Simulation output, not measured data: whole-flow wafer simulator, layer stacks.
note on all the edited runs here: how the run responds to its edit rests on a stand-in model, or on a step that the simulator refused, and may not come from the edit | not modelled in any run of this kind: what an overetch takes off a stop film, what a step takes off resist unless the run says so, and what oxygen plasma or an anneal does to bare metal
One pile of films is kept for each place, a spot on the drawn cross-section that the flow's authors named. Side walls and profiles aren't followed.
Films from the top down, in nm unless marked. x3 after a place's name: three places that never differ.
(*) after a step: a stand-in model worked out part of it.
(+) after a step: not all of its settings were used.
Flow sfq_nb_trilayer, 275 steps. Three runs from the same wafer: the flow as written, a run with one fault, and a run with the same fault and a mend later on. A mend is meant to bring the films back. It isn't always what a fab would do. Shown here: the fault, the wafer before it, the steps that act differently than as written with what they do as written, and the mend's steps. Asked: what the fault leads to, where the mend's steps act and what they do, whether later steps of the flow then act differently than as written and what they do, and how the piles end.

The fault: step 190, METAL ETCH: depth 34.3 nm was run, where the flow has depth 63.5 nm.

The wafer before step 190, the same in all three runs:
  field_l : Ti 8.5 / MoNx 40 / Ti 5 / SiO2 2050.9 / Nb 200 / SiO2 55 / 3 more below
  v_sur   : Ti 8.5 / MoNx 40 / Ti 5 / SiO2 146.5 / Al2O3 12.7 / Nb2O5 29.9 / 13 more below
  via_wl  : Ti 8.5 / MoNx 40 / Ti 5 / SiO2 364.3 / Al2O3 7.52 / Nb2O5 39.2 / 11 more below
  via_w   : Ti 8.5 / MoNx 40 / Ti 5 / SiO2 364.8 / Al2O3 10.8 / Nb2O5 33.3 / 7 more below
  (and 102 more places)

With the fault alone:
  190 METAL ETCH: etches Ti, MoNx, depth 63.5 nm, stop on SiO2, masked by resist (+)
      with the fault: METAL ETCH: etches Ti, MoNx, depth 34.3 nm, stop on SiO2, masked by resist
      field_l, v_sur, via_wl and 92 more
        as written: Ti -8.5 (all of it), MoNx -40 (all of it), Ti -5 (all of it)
        with the fault: Ti -8.5 (all of it), MoNx -25.8
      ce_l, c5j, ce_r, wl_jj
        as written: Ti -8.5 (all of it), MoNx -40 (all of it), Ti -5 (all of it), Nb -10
        with the fault: Ti -8.5 (all of it), MoNx -25.8
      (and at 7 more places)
  Later steps of the flow that act differently than as written (9 more steps differ only slightly, by at most 2% or 0.5 nm, whichever is larger, and aren't shown):
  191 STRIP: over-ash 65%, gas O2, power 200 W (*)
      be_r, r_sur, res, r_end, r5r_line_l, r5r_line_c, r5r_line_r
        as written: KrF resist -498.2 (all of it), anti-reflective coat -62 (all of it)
        with the fault: KrF resist -509.8 (all of it), anti-reflective coat -62 (all of it)
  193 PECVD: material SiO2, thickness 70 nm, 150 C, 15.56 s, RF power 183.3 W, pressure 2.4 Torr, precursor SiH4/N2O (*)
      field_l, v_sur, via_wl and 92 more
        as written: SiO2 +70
        with the fault: SiO2 +70 (new film)
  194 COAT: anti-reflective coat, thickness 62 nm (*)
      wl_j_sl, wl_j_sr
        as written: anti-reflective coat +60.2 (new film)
        with the fault: anti-reflective coat +62 (new film)
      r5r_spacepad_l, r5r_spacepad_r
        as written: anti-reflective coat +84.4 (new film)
        with the fault: anti-reflective coat +76.1 (new film)
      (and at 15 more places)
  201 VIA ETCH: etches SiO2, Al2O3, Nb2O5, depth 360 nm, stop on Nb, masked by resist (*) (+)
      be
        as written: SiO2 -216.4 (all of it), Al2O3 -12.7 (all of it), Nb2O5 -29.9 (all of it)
        with the fault: SiO2 -69.8 (all of it), MoNx -14.2 (all of it), Ti -5 (all of it), SiO2 -146.5 (all of it), Al2O3 -12.7 (all of it), Nb2O5 -29.9 (all of it)
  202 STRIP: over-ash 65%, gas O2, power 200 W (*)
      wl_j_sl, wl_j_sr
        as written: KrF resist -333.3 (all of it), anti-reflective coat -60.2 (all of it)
        with the fault: KrF resist -333.2 (all of it), anti-reflective coat -62 (all of it)
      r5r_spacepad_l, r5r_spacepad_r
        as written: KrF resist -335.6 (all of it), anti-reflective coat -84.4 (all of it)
        with the fault: KrF resist -334.8 (all of it), anti-reflective coat -76.1 (all of it)
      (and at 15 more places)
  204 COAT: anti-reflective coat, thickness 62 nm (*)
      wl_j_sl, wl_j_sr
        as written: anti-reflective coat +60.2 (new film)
        with the fault: anti-reflective coat +62 (new film)
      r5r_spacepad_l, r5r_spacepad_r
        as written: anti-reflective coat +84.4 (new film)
        with the fault: anti-reflective coat +76.1 (new film)
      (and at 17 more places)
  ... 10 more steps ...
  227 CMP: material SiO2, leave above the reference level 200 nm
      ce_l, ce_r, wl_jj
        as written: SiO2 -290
        with the fault: SiO2 -300
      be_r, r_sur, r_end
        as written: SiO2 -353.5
        with the fault: SiO2 -334.3
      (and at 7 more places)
  At the end the piles differ from the flow's by more than 2% or 0.5 nm, whichever is larger, at field_l, v_sur, via_wl and 103 more.
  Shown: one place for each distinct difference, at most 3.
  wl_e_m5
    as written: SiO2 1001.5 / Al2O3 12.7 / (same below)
    with the fault: SiO2 855 / MoNx 14.2 / Ti 5 / SiO2 146.5 / Al2O3 12.7 / (same below)
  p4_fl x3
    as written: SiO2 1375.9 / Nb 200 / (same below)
    with the fault: SiO2 855 / MoNx 14.2 / Ti 5 / SiO2 520.9 / Nb 200 / (same below)
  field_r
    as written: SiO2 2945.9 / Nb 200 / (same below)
    with the fault: SiO2 855 / MoNx 14.2 / Ti 5 / SiO2 2090.9 / Nb 200 / (same below)

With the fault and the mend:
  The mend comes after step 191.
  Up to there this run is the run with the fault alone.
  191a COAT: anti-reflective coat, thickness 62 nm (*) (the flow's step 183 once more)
      p4_fl x3, p4_w1 x9, p4_g1 x2 and 57 more
        anti-reflective coat +62 (new film)
      v_sur, via_wl, via_w and 8 more
        anti-reflective coat +62.2 (new film)
      be, be_sur, c5j, ln_m5, lsp_m
        anti-reflective coat +62.3 (new film)
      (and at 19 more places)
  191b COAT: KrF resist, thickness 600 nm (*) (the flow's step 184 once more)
      p4_fl x3, p4_w1 x9, p4_g1 x2 and 57 more
        KrF resist +600 (new film)
      field_l, v_sur, via_wl, via_w
        KrF resist +600.4 (new film)
      via_wr, via_sp, l0_sur, l0v
        KrF resist +600.5 (new film)
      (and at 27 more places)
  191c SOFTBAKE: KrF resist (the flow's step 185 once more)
      changes no film at any place that is followed
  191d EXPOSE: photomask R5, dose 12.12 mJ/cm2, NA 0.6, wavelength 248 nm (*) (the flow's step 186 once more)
      changes no film at any place that is followed
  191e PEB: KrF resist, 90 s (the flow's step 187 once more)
      field_l, v_sur, via_wl and 79 more
        KrF resist -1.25
      be, be_sur, gap and 12 more
        KrF resist -1.26
      r_end, r5r_line_l, r5r_line_c, r5r_line_r
        KrF resist -1.23
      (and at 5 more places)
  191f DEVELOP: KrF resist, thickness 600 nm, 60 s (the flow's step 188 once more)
      p4_fl x3, p4_w1 x9, p4_g1 x2 and 57 more
        KrF resist -598.7 (all of it)
      be_r, r_sur, res, r_end, r5r_line_l, r5r_line_c, r5r_line_r
        KrF resist -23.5
      via_wl, via_w, via_wr, via_sp, l0v
        KrF resist -599.2 (all of it)
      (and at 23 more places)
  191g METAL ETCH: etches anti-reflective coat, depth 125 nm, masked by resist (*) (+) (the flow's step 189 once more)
      p4_fl x3, p4_w1 x9, p4_g1 x2 and 57 more
        anti-reflective coat -62 (all of it)
      v_sur, via_wl, via_w and 8 more
        anti-reflective coat -62.2 (all of it)
      be_r, r_sur, res, r_end, r5r_line_l, r5r_line_c, r5r_line_r
        KrF resist -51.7
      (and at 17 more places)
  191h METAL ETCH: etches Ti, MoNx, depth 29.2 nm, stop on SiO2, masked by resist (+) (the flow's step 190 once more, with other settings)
      field_l, v_sur, via_wl and 92 more
        MoNx -14.2 (all of it), Ti -5 (all of it)
      be_r, r_sur, res, r_end, r5r_line_l, r5r_line_c, r5r_line_r
        KrF resist -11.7
      ce_l, c5j, ce_r, wl_jj
        MoNx -14.2 (all of it), Ti -5 (all of it), Nb -10
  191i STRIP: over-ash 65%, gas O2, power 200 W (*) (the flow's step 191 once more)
      r5r_line_l, r5r_line_c, r5r_line_r
        KrF resist -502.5 (all of it), anti-reflective coat -51.7 (all of it)
      be_r
        KrF resist -497.8 (all of it), anti-reflective coat -56.1 (all of it)
      r_sur
        KrF resist -497.6 (all of it), anti-reflective coat -58.9 (all of it)
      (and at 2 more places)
  No later step of the flow acts differently than as written at any place that is followed.
  At the end the piles are the same as the flow's at every place that both follow.
